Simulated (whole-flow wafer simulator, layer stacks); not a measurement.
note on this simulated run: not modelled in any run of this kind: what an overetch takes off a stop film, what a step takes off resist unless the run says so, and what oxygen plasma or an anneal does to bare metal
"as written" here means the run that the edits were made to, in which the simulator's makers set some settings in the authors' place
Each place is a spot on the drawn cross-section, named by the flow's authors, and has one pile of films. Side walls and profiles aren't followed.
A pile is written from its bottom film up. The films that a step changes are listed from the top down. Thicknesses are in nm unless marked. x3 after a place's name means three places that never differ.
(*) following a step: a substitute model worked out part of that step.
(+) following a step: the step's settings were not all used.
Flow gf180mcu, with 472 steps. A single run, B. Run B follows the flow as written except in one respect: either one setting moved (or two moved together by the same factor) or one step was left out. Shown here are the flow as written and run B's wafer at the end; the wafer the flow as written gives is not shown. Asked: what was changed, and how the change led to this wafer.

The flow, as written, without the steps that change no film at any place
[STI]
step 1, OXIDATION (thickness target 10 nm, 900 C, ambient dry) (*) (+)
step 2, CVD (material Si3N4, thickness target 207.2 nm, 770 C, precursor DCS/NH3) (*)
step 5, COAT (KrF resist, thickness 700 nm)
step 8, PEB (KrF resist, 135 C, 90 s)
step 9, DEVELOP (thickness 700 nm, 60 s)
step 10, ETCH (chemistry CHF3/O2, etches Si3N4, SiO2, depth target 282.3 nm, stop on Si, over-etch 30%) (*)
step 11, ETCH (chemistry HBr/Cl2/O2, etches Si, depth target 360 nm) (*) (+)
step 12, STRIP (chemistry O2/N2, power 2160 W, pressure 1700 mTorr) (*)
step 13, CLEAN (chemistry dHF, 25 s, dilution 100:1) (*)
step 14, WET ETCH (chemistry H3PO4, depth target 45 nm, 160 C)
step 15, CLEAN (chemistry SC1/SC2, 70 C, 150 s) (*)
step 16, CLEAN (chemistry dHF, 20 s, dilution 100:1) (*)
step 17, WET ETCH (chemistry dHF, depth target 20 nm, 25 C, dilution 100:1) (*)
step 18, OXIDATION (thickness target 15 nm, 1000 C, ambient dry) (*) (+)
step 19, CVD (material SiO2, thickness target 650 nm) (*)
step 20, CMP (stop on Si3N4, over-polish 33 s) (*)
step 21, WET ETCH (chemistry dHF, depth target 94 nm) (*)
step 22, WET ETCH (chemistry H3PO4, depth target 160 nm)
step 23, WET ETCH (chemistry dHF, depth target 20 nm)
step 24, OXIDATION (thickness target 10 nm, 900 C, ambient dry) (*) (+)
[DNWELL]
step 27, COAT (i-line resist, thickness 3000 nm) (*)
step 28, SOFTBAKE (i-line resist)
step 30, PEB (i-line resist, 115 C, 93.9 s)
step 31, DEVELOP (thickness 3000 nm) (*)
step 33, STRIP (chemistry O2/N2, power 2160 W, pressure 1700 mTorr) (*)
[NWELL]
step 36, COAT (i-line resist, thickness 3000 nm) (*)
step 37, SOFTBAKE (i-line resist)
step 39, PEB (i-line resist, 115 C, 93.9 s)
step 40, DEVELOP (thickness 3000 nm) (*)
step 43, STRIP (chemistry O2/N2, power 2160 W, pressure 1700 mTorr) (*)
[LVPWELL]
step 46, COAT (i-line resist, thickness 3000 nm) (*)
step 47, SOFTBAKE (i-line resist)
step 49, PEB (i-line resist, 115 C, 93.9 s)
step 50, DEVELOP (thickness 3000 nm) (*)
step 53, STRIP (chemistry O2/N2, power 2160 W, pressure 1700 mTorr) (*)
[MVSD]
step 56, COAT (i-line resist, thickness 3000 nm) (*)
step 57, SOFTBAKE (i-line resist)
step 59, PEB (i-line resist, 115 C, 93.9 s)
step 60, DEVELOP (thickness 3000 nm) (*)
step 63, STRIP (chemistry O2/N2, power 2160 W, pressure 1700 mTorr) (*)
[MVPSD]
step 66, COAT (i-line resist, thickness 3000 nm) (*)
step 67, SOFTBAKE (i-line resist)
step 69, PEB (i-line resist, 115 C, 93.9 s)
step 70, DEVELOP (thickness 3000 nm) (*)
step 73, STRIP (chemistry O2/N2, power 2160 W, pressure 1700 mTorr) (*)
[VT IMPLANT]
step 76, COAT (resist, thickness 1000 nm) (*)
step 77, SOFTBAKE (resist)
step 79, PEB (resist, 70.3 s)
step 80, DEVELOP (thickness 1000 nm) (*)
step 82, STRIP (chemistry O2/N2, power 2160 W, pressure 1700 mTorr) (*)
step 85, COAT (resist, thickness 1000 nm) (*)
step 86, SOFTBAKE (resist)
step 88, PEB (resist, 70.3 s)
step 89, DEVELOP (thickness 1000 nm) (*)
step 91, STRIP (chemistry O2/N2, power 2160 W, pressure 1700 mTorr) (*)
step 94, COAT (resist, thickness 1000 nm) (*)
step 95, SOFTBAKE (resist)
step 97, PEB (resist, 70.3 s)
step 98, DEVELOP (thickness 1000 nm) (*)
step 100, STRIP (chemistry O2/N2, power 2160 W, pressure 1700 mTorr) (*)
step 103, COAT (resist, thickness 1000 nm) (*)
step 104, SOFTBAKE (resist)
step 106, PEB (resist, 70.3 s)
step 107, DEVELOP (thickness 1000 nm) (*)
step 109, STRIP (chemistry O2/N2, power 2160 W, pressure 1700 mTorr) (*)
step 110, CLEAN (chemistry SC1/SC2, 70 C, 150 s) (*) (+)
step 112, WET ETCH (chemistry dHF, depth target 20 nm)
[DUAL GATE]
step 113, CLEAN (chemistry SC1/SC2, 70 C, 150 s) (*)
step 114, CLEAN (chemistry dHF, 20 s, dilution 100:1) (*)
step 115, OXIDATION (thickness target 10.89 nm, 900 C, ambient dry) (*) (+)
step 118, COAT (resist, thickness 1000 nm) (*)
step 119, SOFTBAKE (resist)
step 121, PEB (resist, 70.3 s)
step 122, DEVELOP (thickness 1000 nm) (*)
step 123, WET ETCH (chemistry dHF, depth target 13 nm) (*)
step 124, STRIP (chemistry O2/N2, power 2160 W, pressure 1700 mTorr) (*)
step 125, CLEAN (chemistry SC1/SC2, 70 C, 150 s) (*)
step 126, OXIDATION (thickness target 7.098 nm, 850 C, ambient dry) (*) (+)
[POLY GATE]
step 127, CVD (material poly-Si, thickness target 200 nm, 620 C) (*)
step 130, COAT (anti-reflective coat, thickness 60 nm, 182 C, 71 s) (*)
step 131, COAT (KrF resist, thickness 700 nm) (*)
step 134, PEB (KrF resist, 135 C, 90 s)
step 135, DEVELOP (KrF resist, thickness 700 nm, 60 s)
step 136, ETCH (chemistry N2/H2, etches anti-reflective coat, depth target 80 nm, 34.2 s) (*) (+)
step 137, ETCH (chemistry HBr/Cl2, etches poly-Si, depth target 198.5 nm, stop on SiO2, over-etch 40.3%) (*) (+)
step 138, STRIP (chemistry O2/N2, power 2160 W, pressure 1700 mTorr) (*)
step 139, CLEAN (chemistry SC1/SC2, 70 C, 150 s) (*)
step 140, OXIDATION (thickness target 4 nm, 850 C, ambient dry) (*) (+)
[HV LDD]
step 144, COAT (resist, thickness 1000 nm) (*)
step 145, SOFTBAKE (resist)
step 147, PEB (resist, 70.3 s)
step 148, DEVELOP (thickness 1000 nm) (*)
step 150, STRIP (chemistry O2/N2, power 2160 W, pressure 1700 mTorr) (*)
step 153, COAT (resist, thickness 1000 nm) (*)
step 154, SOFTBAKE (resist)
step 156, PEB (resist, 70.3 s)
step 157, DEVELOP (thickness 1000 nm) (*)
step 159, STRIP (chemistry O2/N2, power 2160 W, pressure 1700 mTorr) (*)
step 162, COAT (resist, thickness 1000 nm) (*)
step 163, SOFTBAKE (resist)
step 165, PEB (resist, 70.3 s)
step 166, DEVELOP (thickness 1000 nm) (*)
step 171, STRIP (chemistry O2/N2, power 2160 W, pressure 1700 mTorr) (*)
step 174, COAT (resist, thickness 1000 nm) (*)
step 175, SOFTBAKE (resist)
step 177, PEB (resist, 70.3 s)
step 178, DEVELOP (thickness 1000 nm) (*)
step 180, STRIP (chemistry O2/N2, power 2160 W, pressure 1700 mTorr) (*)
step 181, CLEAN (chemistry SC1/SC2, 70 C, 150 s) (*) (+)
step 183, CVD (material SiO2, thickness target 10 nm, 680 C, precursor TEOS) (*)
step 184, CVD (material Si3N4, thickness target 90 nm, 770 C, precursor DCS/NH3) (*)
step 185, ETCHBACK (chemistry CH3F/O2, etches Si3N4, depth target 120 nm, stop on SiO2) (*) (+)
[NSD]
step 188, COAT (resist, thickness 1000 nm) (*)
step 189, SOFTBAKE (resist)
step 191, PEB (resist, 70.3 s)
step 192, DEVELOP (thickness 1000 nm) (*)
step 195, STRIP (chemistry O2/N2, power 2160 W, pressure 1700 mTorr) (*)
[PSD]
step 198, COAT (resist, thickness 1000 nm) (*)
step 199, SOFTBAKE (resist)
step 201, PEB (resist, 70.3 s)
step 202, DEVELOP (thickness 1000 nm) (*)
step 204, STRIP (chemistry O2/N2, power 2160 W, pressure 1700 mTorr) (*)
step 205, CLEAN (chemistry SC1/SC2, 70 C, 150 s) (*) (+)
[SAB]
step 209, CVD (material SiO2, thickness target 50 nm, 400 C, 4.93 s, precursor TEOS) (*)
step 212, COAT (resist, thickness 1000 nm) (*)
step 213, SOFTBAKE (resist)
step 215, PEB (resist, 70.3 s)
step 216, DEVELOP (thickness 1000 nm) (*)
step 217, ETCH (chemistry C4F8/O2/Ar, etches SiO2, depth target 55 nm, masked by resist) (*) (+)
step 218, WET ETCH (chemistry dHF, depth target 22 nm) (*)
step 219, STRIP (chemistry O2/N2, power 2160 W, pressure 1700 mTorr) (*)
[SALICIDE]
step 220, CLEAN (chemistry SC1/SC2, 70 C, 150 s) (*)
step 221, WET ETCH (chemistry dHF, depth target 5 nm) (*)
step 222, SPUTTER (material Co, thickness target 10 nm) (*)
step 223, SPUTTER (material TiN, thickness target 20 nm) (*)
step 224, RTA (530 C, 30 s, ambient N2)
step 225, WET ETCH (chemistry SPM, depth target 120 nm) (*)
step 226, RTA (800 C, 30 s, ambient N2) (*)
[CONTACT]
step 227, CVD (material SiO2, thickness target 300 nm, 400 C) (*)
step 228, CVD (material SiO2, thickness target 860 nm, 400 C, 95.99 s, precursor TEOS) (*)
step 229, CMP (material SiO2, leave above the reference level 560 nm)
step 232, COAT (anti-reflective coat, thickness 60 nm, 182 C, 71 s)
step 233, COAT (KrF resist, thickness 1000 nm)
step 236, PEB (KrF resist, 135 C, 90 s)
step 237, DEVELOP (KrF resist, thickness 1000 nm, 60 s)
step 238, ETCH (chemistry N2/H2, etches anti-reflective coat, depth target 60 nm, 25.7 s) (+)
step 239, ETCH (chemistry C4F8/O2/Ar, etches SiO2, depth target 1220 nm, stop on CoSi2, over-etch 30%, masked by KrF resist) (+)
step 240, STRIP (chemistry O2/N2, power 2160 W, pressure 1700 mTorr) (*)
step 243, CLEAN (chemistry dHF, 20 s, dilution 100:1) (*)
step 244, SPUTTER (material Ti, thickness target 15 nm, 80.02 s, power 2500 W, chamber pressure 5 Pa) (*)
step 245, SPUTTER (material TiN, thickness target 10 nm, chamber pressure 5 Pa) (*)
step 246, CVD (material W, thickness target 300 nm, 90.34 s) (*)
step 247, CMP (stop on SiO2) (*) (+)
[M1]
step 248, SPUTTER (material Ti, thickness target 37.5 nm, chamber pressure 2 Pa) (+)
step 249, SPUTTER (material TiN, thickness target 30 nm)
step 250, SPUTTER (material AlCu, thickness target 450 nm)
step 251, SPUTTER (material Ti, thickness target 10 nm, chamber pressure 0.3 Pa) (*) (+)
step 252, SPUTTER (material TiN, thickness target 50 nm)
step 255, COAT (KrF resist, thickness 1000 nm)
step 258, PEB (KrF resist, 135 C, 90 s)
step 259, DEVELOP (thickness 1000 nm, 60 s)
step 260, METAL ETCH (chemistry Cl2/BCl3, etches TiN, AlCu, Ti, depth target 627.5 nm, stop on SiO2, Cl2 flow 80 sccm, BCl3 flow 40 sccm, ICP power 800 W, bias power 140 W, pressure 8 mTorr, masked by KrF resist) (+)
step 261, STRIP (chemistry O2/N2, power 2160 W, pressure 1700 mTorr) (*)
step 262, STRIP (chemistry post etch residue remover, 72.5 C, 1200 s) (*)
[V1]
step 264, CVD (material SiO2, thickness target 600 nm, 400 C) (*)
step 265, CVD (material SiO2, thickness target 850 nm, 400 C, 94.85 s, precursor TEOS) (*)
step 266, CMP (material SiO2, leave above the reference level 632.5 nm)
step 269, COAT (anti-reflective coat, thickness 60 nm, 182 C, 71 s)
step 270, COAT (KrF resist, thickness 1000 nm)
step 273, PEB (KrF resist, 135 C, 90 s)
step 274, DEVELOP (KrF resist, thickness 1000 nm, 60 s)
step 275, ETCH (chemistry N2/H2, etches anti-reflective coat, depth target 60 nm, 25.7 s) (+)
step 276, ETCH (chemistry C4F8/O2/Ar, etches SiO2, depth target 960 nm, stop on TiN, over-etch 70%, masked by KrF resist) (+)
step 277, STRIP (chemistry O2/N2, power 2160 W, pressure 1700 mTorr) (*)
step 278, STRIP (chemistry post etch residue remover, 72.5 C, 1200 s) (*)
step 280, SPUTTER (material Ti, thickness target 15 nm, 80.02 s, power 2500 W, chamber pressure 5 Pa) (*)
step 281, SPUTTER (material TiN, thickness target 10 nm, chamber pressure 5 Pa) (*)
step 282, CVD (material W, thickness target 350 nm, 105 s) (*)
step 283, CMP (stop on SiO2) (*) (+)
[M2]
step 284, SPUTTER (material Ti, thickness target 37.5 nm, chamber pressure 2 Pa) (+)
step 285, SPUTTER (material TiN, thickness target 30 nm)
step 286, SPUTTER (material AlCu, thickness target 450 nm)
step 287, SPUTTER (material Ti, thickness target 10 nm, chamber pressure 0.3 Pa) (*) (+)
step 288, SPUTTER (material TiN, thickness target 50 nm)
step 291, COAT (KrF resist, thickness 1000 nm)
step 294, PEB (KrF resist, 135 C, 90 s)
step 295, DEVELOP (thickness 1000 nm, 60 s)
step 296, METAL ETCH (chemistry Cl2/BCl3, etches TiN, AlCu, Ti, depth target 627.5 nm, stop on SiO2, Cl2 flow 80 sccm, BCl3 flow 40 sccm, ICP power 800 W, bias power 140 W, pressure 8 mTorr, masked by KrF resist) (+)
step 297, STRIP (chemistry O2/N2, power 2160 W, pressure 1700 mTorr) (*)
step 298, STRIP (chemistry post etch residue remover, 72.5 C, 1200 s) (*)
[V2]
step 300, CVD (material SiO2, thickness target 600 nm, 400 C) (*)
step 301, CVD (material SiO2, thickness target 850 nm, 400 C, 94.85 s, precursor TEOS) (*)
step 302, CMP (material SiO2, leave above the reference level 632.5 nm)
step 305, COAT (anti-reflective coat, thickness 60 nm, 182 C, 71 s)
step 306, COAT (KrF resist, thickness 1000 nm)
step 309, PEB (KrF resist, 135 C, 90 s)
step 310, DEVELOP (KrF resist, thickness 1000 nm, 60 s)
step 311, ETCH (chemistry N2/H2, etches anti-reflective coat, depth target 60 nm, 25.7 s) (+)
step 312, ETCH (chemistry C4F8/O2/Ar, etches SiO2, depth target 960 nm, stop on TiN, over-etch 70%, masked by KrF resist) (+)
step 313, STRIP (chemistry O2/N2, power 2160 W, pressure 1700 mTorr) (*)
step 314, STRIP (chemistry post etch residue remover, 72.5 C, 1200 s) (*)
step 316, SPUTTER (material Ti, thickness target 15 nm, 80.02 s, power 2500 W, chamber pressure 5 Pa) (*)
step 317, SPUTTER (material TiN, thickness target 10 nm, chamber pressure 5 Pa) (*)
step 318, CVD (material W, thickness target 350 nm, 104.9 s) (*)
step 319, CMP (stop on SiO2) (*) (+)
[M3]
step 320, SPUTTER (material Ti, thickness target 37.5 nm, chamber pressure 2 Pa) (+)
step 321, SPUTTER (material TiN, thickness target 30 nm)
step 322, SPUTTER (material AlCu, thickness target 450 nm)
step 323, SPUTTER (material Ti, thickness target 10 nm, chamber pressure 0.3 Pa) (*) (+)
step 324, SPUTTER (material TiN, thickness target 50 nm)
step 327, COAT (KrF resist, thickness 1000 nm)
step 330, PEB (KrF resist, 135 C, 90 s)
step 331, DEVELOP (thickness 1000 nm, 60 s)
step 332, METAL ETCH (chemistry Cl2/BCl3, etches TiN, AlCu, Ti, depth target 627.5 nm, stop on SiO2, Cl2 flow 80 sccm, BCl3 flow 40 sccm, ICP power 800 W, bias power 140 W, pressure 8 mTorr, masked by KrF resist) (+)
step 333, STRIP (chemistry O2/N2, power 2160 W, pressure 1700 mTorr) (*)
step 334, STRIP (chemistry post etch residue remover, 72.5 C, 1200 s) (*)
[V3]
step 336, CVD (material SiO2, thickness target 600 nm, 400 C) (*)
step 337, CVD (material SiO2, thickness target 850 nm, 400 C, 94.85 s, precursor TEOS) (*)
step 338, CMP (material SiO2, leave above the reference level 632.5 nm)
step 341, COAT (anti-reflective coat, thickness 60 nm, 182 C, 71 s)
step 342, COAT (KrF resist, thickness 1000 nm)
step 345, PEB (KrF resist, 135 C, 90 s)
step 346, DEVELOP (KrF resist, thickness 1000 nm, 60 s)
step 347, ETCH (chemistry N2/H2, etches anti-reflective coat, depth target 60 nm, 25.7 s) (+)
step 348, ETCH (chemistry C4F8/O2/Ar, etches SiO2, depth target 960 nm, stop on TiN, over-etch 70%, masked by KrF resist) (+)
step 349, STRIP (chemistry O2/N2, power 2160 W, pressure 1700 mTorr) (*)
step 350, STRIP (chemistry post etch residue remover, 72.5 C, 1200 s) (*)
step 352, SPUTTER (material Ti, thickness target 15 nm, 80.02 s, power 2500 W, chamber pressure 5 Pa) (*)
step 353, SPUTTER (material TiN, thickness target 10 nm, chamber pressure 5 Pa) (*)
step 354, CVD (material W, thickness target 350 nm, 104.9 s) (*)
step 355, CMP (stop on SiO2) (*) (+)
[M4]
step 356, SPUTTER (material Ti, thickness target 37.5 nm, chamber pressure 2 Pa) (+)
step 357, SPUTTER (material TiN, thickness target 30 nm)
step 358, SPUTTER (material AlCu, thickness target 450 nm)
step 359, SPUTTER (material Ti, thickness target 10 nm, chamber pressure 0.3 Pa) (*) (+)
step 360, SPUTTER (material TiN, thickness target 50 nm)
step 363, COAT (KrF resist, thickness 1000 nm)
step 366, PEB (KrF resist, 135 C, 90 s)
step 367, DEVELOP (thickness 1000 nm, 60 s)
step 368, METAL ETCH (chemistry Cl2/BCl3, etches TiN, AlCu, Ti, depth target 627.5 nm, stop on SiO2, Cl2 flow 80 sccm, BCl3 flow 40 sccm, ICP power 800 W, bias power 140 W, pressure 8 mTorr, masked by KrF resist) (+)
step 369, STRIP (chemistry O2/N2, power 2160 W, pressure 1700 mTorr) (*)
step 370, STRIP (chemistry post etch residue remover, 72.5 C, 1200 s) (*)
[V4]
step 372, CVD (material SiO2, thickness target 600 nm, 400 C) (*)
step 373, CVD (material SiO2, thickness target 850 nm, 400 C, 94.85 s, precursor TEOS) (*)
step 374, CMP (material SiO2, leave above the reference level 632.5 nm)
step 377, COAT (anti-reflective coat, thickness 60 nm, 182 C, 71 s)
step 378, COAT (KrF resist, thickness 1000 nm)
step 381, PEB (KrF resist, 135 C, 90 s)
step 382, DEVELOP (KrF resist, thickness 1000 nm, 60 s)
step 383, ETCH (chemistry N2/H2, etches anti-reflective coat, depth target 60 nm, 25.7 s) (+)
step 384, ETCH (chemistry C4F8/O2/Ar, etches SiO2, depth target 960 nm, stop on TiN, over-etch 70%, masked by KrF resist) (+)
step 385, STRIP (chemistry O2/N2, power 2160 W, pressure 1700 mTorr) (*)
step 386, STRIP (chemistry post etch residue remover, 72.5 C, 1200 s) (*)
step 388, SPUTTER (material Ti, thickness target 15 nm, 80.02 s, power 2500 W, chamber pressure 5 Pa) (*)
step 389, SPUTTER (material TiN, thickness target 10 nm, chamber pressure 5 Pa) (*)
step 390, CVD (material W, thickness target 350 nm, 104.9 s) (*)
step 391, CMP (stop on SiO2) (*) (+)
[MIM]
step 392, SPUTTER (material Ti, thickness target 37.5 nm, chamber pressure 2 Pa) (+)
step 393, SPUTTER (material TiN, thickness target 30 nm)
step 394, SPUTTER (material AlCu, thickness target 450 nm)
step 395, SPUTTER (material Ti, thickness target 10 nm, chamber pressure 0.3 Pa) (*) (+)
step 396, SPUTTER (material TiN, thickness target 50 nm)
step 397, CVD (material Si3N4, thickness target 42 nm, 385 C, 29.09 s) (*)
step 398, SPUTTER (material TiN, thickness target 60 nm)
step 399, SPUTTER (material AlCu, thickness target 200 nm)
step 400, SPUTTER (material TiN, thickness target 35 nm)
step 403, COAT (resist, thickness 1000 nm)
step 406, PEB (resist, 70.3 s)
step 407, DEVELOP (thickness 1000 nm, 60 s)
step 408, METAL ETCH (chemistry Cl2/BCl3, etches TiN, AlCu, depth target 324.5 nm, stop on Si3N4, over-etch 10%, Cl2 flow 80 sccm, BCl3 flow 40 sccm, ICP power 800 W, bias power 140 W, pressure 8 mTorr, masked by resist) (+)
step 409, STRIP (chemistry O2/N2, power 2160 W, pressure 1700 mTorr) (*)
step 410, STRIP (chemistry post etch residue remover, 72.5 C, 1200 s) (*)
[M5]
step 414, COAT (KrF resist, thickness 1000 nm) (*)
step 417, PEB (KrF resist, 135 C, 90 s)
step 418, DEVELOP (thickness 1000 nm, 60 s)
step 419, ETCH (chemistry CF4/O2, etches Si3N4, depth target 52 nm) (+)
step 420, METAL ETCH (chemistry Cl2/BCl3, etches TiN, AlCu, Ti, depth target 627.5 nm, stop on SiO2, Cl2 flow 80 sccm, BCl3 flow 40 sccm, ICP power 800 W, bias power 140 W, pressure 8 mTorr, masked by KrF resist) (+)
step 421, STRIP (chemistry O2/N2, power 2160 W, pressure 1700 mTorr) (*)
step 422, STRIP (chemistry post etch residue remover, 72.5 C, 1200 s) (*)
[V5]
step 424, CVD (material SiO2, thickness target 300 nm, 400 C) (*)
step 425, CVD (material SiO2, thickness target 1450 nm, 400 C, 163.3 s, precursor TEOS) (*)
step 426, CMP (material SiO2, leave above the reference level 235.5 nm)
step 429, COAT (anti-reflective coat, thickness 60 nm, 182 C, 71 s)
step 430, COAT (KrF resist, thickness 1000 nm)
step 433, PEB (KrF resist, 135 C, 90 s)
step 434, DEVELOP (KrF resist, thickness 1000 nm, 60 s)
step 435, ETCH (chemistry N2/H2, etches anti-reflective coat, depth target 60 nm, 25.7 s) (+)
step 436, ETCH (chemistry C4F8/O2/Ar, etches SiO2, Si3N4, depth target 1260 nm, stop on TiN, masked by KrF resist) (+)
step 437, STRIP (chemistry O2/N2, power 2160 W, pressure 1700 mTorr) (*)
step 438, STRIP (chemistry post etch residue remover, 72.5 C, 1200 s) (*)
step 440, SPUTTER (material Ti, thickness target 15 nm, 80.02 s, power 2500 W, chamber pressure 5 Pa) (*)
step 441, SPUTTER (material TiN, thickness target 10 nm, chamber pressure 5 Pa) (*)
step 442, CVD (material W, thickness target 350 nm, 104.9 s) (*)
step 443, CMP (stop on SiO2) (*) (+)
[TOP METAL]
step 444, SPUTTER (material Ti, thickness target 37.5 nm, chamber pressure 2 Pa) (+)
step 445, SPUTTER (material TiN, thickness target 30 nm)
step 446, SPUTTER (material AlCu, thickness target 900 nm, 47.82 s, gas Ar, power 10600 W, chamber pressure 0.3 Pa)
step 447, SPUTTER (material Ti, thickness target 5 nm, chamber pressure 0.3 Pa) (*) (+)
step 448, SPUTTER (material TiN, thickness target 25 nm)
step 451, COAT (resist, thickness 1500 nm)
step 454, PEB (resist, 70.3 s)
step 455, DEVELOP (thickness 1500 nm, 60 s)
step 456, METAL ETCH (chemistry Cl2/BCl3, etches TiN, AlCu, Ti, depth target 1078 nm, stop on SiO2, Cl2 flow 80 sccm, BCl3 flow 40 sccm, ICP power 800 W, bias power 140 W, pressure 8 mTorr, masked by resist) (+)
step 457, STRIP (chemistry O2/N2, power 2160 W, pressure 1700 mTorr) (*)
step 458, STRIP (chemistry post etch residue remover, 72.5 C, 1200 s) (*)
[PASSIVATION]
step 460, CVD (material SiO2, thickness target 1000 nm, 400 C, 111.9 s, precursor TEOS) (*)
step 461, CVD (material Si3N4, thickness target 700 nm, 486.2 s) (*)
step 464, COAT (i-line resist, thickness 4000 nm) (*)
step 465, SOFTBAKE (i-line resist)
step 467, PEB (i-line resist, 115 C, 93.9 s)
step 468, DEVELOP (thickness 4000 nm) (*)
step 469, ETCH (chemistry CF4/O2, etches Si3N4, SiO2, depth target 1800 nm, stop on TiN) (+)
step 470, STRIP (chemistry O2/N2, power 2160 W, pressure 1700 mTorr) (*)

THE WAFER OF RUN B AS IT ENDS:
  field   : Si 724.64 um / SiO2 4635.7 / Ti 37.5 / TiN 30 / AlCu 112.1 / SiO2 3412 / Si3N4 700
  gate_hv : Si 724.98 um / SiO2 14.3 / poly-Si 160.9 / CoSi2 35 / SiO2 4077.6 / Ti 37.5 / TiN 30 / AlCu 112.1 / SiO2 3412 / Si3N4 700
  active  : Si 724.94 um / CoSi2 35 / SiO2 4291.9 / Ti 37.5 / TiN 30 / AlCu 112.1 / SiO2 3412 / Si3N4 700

Cause: step 368, METAL ETCH: depth target 392.2 nm was run, whereas the flow has depth target 627.5 nm.

Step by step, how the change led to this:
  step 368, METAL ETCH (chemistry Cl2/BCl3, etches TiN, AlCu, Ti, depth target 627.5 nm, stop on SiO2, Cl2 flow 80 sccm, BCl3 flow 40 sccm, ICP power 800 W, bias power 140 W, pressure 8 mTorr, masked by KrF resist) (+)
      field, field__w1, field__w2 and 103 more: TiN loses 50 (all of it), Ti loses 10 (all of it), AlCu loses 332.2 (as written it would have been: TiN loses 50 (all of it), Ti loses 10 (all of it), AlCu loses 450 (all of it), TiN loses 30 (all of it), Ti loses 37.5 (all of it))
      field__w8, contact, m1, m1__w1, m1_nw: KrF resist loses 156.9 (as written it would have been: KrF resist loses 251)
  step 369, STRIP (chemistry O2/N2, power 2160 W, pressure 1700 mTorr) (*)
      field__w8, contact, m1, m1__w1, m1_nw: KrF resist loses 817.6 (all of it) (as written it would have been: KrF resist loses 723.5 (all of it))
  step 370, STRIP (chemistry post etch residue remover, 72.5 C, 1200 s) (*)
      field, field__w1, field__w2 and 103 more: AlCu loses 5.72 (as written it would have been: nothing)
  step 372, CVD (material SiO2, thickness target 600 nm, 400 C) (*)
      field, field__w1, field__w2 and 103 more: SiO2 gains 600 (new film) (as written it would have been: SiO2 gains 600)
  step 374, CMP (material SiO2, leave above the reference level 632.5 nm)
      field, field__w1, field__w2 and 103 more: SiO2 loses 479.6 (as written it would have been: SiO2 loses 300)
With metal films that touch counted as one body, field has 1 body; the flow as written gives 0 bodies.
With metal films that touch counted as one body, gate_hv has 2 bodies (between them, from the top down: SiO2 4077.6); the flow as written gives 1 body.
With metal films that touch counted as one body, active has 2 bodies (between them, from the top down: SiO2 4291.9); the flow as written gives 1 body.
